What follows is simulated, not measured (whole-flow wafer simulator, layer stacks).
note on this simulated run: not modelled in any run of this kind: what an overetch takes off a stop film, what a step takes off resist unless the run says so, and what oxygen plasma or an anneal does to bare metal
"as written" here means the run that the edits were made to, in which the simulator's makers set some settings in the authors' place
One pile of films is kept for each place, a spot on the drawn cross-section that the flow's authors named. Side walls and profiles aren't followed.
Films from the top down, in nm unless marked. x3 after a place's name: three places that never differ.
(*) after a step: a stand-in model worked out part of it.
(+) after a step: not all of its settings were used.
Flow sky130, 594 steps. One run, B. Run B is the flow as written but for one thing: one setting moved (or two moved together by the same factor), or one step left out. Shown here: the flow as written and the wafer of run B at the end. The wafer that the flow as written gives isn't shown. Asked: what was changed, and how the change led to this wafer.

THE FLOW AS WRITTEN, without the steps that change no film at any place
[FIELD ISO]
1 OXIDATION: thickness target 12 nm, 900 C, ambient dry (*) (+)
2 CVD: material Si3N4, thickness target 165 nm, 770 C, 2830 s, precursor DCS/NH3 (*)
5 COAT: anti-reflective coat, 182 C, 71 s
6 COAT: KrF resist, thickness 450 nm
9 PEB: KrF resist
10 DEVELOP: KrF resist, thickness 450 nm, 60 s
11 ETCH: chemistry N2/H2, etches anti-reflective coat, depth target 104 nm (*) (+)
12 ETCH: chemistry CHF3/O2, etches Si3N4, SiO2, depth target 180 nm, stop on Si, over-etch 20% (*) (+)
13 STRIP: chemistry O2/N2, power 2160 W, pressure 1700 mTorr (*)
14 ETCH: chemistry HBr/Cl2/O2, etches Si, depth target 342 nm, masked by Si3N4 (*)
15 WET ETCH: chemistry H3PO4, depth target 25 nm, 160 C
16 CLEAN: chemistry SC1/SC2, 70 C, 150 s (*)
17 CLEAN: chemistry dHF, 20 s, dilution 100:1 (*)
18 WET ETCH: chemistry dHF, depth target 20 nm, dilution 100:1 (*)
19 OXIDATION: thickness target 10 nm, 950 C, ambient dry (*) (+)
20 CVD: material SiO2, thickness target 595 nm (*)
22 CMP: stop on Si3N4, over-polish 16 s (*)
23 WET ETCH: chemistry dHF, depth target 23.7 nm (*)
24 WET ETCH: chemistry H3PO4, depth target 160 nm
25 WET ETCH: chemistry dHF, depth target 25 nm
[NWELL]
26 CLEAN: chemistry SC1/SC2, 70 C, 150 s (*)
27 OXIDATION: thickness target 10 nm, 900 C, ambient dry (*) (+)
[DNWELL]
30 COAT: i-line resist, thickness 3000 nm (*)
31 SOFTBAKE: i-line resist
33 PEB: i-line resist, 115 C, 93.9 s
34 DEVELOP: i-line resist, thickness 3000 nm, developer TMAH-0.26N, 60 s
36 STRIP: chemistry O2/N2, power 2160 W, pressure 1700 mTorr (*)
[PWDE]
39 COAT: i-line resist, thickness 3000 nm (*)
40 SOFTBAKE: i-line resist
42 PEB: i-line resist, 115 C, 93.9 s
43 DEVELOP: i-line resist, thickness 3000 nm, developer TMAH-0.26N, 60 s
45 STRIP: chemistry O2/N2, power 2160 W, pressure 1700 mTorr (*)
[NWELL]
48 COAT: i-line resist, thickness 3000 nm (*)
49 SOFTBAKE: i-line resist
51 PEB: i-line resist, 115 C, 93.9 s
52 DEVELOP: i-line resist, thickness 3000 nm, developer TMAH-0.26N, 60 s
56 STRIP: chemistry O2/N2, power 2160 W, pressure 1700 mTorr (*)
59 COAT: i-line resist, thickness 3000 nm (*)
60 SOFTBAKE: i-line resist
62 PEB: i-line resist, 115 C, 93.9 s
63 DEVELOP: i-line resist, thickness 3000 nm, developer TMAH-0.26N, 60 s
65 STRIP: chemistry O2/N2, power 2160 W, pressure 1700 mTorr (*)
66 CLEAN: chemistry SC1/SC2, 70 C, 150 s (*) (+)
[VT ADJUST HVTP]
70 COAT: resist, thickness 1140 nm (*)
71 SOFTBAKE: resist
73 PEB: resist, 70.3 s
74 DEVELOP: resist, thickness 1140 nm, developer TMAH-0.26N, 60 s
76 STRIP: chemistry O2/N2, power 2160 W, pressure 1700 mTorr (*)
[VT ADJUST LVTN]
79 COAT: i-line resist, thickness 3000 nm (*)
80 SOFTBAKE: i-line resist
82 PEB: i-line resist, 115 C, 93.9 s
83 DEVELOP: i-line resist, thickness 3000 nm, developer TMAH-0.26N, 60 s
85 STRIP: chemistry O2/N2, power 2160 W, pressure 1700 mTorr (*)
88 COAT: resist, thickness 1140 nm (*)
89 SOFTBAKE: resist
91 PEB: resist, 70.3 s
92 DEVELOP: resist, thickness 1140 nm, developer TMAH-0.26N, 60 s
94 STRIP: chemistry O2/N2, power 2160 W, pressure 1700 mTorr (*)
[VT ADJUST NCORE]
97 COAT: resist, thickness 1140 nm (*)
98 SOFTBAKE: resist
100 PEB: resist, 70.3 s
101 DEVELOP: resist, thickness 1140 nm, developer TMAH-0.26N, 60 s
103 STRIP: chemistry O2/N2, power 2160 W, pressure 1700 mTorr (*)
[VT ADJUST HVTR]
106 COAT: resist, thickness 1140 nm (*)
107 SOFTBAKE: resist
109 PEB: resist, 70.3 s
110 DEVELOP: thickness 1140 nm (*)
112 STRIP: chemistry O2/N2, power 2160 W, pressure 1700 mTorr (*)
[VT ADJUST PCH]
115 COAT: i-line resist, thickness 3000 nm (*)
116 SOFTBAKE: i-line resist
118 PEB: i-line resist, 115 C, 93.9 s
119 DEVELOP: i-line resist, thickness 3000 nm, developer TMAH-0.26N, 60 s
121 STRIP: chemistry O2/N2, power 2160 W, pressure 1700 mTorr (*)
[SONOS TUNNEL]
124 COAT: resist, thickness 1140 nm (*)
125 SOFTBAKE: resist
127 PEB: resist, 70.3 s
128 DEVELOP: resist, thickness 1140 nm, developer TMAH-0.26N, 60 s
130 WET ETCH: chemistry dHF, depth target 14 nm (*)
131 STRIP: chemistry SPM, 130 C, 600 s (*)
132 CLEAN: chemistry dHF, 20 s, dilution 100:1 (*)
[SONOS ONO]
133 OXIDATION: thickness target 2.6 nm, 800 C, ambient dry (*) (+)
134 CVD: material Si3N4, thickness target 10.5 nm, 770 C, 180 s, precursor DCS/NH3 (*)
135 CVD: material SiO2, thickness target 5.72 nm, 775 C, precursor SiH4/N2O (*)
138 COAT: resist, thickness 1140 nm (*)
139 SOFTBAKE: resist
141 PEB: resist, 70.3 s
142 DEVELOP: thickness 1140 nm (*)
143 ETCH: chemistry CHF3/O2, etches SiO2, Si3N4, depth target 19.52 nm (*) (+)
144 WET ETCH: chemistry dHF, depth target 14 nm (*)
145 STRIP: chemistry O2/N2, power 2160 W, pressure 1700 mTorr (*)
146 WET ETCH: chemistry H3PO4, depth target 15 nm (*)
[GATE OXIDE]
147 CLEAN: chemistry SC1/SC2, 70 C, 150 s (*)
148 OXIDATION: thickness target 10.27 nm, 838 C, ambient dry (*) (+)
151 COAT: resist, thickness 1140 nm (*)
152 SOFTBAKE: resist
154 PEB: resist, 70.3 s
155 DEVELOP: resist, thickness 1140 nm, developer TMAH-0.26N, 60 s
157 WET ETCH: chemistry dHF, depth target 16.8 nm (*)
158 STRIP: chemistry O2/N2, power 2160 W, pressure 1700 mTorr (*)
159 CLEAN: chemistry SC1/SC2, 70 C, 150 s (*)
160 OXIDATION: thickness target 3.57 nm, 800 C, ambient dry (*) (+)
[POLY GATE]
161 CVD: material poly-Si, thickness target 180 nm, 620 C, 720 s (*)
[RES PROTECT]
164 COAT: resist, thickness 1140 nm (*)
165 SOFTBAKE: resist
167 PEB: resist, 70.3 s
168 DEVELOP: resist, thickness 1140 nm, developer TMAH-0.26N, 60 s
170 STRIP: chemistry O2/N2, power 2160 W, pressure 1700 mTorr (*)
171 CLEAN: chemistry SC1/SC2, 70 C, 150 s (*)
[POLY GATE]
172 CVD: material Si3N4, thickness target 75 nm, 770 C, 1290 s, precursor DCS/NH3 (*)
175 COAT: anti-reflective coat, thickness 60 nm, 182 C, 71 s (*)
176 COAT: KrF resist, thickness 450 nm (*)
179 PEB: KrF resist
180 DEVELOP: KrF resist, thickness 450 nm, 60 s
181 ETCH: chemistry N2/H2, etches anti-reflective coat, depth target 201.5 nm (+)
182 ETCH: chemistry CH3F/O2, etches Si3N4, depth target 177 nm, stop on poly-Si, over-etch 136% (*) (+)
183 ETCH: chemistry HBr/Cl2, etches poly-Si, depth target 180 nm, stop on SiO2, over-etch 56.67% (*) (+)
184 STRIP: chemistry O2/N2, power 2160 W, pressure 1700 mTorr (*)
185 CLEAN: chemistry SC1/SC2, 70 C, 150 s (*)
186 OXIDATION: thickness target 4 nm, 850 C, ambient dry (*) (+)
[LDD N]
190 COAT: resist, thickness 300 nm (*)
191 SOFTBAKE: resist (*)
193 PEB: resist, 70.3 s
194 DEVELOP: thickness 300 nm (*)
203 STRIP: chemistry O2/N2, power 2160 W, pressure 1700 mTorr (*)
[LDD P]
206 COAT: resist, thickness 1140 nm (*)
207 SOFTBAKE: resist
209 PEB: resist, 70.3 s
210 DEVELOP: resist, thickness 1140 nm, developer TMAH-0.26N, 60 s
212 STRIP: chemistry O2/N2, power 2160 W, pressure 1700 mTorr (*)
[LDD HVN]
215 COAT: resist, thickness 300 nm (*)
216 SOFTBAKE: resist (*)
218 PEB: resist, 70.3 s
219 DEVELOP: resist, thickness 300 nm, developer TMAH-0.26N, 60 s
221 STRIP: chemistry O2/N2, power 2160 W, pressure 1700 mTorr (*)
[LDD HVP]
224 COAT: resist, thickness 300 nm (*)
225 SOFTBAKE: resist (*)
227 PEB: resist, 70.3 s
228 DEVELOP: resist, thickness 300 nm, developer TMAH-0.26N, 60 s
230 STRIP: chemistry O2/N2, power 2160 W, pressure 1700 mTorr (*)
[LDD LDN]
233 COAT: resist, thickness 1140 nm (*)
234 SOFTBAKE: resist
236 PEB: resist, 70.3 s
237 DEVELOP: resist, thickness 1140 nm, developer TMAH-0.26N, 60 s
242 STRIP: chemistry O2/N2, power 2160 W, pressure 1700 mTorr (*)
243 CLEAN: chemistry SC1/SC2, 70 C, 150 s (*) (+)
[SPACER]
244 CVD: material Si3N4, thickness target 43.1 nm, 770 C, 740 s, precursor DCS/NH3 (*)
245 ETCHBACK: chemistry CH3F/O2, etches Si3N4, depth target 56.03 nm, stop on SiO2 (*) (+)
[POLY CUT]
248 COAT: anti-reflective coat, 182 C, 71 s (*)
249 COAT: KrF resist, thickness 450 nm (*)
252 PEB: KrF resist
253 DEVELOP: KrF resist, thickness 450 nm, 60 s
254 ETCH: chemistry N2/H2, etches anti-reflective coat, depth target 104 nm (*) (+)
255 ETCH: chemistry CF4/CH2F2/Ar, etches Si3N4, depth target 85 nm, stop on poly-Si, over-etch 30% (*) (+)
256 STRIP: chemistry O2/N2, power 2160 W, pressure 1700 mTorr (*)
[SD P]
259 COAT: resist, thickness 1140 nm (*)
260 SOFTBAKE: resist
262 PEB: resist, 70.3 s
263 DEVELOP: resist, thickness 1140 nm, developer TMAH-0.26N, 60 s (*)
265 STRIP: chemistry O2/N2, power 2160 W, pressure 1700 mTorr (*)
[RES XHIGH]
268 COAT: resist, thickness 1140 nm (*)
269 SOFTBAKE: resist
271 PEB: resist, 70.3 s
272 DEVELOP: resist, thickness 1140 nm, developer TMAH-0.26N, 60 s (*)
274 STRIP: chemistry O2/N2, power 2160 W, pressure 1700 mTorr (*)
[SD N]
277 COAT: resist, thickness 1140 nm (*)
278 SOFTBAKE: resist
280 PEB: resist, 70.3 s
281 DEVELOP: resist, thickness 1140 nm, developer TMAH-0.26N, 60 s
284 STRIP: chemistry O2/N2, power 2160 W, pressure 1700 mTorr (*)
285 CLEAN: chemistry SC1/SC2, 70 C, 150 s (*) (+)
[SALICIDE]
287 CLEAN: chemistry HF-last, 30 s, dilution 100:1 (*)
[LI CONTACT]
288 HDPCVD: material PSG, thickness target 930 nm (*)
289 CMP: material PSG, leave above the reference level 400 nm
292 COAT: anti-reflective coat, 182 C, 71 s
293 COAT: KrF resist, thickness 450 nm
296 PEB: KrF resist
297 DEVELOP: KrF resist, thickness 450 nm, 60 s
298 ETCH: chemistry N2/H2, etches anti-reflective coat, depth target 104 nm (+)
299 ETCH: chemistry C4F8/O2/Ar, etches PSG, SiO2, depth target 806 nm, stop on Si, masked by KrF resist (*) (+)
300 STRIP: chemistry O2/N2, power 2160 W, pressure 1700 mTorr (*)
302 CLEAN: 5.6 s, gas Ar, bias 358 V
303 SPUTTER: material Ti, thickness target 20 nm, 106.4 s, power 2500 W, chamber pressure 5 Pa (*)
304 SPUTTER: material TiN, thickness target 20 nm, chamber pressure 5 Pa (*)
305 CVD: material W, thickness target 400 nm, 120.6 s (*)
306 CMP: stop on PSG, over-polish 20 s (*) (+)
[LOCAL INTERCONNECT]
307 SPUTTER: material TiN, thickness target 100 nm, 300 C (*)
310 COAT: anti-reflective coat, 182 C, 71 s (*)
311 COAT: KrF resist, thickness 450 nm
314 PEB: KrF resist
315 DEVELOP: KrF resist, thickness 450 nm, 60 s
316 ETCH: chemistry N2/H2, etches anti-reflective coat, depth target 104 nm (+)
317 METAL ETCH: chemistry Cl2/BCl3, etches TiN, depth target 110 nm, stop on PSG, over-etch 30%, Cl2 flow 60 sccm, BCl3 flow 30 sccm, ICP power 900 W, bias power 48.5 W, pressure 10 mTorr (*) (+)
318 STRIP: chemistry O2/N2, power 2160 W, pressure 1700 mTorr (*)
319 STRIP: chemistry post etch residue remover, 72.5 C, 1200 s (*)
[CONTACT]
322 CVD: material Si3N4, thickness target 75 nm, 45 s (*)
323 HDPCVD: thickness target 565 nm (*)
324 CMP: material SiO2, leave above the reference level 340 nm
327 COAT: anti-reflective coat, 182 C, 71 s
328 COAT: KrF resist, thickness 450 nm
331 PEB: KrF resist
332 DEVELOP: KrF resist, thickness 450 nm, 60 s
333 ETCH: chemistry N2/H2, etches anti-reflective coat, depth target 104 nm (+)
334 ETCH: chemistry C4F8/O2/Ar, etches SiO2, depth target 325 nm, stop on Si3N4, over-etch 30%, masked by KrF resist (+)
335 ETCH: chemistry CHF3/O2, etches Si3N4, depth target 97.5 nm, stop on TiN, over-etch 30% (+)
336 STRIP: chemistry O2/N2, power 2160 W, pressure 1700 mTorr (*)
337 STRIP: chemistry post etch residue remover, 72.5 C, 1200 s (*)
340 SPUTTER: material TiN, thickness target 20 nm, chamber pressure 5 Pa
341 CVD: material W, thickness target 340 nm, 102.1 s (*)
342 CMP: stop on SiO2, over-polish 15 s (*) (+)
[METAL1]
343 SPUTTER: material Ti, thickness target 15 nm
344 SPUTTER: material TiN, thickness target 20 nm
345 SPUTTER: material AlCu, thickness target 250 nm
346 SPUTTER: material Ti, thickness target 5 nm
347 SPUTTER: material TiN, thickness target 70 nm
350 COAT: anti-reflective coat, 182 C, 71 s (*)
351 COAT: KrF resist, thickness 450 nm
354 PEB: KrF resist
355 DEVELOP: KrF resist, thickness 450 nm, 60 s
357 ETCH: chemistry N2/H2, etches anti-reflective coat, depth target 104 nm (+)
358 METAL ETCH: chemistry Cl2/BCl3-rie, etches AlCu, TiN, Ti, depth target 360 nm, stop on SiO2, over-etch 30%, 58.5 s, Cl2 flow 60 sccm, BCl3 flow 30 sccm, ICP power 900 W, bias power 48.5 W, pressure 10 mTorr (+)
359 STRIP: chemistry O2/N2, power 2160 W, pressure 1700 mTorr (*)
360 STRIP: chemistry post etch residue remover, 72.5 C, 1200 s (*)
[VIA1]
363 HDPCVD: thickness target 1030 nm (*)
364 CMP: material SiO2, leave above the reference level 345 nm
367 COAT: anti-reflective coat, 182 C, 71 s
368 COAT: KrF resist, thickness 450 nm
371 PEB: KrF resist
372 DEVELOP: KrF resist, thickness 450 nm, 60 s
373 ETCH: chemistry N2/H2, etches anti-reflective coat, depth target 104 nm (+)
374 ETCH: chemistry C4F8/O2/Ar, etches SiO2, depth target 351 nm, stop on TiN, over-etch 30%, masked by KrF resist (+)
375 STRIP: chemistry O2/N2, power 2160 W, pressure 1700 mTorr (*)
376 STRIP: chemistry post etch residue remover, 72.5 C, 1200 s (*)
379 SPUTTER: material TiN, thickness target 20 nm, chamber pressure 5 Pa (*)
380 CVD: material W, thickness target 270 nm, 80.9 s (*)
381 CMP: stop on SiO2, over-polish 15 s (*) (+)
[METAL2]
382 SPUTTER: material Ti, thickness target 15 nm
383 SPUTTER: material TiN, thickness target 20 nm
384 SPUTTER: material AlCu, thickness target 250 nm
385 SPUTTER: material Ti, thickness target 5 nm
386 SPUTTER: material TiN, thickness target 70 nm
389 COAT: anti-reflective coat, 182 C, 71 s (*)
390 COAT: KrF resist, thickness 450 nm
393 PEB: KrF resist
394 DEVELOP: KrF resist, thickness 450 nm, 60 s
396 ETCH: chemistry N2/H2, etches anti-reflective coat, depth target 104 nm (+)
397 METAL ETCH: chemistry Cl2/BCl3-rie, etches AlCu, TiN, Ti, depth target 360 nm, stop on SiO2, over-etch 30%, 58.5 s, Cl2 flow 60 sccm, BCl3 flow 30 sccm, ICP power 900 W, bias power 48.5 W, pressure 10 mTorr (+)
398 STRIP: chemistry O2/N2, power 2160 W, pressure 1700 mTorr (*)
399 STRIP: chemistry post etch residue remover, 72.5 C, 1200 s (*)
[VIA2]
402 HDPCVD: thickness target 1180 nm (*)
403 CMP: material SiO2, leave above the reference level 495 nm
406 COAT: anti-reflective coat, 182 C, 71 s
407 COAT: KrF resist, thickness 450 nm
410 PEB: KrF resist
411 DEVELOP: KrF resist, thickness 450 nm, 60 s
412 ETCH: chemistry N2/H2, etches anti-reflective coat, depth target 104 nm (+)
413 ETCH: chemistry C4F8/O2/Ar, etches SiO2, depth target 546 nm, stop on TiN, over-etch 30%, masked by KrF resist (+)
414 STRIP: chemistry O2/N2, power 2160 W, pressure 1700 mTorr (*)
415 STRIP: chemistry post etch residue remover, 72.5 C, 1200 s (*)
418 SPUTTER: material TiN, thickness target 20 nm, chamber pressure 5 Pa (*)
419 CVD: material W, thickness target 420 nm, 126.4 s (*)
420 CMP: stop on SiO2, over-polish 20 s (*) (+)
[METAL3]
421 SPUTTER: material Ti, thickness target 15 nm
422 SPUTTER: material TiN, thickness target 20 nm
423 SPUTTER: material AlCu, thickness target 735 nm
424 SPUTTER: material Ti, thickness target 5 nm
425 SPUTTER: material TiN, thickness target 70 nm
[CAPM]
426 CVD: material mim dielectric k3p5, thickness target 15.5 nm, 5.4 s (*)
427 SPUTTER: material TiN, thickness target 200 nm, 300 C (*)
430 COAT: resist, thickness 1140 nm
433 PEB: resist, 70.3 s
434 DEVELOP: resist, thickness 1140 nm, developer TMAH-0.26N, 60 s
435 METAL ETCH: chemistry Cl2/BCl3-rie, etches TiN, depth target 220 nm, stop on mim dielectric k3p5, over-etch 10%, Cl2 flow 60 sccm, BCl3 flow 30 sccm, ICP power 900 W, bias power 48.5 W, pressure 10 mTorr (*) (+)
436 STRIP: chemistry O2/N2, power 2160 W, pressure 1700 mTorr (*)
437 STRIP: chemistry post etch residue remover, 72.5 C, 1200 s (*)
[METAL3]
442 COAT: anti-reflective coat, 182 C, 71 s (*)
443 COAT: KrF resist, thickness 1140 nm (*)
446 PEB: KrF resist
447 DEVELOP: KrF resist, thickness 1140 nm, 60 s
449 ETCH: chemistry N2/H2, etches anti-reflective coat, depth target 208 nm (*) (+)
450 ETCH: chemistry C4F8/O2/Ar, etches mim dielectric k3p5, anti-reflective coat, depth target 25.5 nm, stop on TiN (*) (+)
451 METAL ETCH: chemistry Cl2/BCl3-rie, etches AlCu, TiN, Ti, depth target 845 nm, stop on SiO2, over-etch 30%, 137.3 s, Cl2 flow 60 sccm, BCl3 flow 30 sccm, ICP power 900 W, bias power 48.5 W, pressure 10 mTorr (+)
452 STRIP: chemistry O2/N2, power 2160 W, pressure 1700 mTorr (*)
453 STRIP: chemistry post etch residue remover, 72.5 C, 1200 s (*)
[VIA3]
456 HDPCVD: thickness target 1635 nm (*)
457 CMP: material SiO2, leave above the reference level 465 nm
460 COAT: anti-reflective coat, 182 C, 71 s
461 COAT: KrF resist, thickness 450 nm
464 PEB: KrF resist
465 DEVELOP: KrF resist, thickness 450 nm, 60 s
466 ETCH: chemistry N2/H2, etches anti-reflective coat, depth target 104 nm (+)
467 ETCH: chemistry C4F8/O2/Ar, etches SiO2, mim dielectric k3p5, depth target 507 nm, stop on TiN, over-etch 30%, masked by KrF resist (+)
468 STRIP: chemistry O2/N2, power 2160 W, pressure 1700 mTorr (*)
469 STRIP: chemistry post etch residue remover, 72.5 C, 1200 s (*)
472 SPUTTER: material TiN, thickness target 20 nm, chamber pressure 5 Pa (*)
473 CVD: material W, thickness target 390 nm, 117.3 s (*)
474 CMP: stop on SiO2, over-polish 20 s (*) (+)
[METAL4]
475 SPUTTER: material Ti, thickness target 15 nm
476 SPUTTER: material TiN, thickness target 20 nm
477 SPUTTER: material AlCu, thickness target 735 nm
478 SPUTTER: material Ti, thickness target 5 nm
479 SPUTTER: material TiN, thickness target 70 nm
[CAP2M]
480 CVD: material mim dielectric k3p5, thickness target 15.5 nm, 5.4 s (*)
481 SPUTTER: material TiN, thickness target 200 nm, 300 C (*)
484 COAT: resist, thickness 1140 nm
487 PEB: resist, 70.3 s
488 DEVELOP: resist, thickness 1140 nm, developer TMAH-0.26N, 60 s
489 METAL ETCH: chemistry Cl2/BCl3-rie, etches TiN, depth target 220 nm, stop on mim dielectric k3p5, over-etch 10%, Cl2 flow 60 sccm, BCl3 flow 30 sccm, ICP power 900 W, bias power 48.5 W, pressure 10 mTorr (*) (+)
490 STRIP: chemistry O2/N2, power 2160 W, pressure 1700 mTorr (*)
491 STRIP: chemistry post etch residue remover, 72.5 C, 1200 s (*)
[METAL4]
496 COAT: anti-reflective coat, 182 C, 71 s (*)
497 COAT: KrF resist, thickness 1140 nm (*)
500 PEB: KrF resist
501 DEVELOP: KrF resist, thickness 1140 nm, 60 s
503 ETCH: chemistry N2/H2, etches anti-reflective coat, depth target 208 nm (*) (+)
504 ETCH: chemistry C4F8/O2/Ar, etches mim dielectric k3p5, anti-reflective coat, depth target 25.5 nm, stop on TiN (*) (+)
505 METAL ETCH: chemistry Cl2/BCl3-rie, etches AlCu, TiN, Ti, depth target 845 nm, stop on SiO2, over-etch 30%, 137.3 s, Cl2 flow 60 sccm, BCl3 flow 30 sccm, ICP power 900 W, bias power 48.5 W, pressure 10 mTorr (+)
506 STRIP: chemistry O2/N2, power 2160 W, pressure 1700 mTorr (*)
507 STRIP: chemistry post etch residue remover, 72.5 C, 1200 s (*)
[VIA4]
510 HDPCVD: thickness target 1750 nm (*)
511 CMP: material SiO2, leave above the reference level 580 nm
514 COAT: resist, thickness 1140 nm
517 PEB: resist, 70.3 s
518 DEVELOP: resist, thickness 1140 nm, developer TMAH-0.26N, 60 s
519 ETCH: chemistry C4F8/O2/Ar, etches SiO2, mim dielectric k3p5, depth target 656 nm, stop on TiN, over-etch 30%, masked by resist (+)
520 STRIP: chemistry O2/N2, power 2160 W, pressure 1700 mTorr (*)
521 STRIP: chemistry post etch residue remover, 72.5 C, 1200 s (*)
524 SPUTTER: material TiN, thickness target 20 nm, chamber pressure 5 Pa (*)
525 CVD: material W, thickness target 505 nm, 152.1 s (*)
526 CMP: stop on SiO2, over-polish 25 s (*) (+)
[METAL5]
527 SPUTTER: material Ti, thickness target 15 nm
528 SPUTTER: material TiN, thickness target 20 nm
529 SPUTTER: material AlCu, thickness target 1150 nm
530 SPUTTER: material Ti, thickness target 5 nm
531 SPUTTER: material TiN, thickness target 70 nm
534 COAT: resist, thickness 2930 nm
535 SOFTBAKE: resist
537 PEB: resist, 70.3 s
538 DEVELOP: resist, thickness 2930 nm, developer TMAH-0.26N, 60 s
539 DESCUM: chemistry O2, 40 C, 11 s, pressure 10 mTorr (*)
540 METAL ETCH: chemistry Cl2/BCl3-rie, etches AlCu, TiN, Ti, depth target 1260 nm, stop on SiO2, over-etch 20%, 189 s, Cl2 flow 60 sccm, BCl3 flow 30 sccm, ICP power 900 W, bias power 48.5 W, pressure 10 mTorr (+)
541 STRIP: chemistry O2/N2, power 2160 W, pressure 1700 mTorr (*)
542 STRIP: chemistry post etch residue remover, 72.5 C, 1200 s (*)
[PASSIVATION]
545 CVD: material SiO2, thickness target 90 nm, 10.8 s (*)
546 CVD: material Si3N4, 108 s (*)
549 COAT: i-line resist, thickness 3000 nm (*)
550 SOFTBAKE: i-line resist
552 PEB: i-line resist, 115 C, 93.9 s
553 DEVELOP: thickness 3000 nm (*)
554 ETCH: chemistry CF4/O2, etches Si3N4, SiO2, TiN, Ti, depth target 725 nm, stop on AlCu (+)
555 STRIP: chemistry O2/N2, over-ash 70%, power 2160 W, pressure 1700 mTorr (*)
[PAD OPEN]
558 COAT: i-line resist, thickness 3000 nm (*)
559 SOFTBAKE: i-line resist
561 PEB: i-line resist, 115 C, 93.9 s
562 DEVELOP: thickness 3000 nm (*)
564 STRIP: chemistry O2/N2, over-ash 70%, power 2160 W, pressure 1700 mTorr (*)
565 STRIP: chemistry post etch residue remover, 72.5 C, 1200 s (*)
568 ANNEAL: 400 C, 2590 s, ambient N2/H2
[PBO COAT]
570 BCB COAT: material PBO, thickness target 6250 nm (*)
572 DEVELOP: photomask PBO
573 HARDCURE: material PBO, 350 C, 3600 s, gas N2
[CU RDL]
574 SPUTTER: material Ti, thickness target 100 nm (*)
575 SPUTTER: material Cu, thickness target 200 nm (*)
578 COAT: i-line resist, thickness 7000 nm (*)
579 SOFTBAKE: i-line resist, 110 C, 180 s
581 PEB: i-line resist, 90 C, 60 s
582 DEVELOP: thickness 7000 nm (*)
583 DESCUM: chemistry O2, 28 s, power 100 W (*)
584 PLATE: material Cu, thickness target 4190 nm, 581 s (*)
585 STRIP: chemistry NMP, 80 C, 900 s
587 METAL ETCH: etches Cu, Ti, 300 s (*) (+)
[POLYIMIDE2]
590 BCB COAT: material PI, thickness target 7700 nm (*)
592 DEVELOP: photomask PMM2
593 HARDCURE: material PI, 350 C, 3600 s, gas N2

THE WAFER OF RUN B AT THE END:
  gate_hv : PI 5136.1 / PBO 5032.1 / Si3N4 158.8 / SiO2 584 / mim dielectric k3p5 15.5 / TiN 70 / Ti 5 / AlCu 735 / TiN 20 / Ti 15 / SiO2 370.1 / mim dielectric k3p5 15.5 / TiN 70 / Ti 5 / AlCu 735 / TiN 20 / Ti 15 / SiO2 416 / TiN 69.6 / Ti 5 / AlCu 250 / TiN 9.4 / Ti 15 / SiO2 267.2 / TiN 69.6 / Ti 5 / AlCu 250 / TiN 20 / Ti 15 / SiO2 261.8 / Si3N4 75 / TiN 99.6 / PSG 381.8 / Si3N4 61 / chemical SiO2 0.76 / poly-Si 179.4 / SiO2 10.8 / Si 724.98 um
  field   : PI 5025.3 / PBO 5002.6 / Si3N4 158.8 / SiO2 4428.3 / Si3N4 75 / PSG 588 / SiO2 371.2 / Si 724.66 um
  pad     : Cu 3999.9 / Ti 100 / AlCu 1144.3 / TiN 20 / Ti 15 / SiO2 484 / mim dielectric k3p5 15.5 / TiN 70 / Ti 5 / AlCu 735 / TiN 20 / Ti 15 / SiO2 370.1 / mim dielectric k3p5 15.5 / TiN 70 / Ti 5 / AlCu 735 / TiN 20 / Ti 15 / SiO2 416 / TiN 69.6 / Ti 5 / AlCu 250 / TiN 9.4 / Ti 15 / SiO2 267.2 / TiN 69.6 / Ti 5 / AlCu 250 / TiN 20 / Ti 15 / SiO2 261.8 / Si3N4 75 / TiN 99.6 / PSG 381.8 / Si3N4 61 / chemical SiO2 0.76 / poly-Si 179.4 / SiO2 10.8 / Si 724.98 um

The cause: step 383, SPUTTER: thickness target 9.4 nm was run, where the flow has thickness target 20 nm.
It can be read off the wafer: gate_hv has TiN 9.4, and step 383 as written asks for 20 nm.

How the change led to this, step by step:
  383 SPUTTER: material TiN, thickness target 20 nm
      field, active, n_well and 188 more: TiN +9.4 (new film) (as written it would be: TiN +20 (new film))
  397 METAL ETCH: chemistry Cl2/BCl3-rie, etches AlCu, TiN, Ti, depth target 360 nm, stop on SiO2, over-etch 30%, 58.5 s, Cl2 flow 60 sccm, BCl3 flow 30 sccm, ICP power 900 W, bias power 48.5 W, pressure 10 mTorr (+)
      field, active, gate and 82 more: TiN -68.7 (all of it), Ti -5 (all of it), AlCu -250 (all of it), TiN -9.4 (all of it), Ti -15 (all of it), SiO2 -12 (as written it would be: TiN -68.7 (all of it), Ti -5 (all of it), AlCu -250 (all of it), TiN -20 (all of it), Ti -15 (all of it), SiO2 -10.9)
  403 CMP: material SiO2, leave above the reference level 495 nm
      field, active, gate and 82 more: SiO2 -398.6 (as written it would be: SiO2 -389.1)
